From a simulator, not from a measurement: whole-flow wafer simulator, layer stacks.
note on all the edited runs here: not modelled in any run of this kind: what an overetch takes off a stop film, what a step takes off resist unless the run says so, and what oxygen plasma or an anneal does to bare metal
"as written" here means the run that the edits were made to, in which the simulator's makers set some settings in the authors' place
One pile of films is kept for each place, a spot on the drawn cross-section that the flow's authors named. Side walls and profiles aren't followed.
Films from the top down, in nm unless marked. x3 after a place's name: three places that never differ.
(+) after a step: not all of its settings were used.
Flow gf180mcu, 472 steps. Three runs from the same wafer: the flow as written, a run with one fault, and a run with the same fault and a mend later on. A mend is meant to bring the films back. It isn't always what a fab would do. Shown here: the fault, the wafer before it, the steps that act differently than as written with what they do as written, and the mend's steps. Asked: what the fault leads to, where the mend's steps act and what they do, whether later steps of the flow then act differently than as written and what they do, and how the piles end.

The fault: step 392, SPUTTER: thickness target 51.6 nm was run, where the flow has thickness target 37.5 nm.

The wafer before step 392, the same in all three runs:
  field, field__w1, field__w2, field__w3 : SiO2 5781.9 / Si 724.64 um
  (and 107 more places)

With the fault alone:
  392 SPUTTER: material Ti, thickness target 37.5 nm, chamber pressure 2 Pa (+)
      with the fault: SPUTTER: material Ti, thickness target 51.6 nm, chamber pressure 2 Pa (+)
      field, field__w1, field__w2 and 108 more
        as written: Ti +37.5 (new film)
        with the fault: Ti +51.6 (new film)
  Later steps of the flow that act differently than as written (1 more step differs only slightly, by at most 2% or 0.5 nm, whichever is larger, and isn't shown):
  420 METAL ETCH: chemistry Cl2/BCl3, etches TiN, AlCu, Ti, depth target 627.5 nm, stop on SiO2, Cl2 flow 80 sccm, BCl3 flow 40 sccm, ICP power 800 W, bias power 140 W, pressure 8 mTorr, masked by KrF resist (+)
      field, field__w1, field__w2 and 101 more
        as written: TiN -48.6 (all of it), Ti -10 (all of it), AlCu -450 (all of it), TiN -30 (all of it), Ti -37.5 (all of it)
        with the fault: TiN -48.6 (all of it), Ti -10 (all of it), AlCu -450 (all of it), TiN -30 (all of it), Ti -51.6 (all of it)
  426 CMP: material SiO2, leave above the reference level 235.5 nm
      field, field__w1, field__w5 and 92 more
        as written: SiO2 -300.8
        with the fault: SiO2 -286.7
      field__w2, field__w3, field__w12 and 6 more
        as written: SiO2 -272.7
        with the fault: SiO2 -257.9
  At the end the piles differ from the flow's by more than 2% or 0.5 nm, whichever is larger, at field__w4, field__w8, contact, m1, m1__w1, mim, mim_1p0, m1_nw.
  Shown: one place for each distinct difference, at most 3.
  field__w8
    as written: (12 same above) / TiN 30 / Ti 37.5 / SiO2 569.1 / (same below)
    with the fault: (12 same above) / TiN 30 / Ti 51.6 / SiO2 569.1 / (same below)
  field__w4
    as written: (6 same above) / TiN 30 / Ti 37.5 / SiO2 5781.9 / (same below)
    with the fault: (6 same above) / TiN 30 / Ti 51.6 / SiO2 5781.9 / (same below)
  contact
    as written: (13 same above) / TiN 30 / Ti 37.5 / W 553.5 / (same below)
    with the fault: (13 same above) / TiN 30 / Ti 51.6 / W 553.5 / (same below)

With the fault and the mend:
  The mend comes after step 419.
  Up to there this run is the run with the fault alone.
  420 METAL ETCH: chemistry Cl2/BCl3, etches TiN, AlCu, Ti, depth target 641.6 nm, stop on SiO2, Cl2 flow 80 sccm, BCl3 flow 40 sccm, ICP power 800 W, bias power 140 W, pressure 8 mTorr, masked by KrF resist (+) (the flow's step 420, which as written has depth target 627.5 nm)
      field, field__w1, field__w2 and 101 more
        TiN -48.6 (all of it), Ti -10 (all of it), AlCu -450 (all of it), TiN -30 (all of it), Ti -51.6 (all of it)
      field__w4, field__w8, contact, m1, m1__w1, mim, mim_1p0, m1_nw
        KrF resist -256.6
  Later steps of the flow that act differently than as written (2 more steps differ only slightly, by at most 2% or 0.5 nm, whichever is larger, and aren't shown):
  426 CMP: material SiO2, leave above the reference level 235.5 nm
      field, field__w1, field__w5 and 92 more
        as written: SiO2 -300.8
        with the mend: SiO2 -286.7
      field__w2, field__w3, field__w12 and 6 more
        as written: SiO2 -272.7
        with the mend: SiO2 -257.9
  At the end the piles differ from the flow's by more than 2% or 0.5 nm, whichever is larger, at field__w4, field__w8, contact, m1, m1__w1, mim, mim_1p0, m1_nw.
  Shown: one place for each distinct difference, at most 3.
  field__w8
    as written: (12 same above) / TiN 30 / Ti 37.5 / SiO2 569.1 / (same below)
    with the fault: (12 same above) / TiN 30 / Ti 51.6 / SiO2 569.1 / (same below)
    with the mend: (12 same above) / TiN 30 / Ti 51.6 / SiO2 569.1 / (same below)
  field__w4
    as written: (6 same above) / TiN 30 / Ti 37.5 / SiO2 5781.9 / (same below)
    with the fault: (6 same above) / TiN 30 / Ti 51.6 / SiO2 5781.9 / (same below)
    with the mend: (6 same above) / TiN 30 / Ti 51.6 / SiO2 5781.9 / (same below)
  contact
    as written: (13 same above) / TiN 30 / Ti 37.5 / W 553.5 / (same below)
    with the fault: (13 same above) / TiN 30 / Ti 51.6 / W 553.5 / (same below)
    with the mend: (13 same above) / TiN 30 / Ti 51.6 / W 553.5 / (same below)
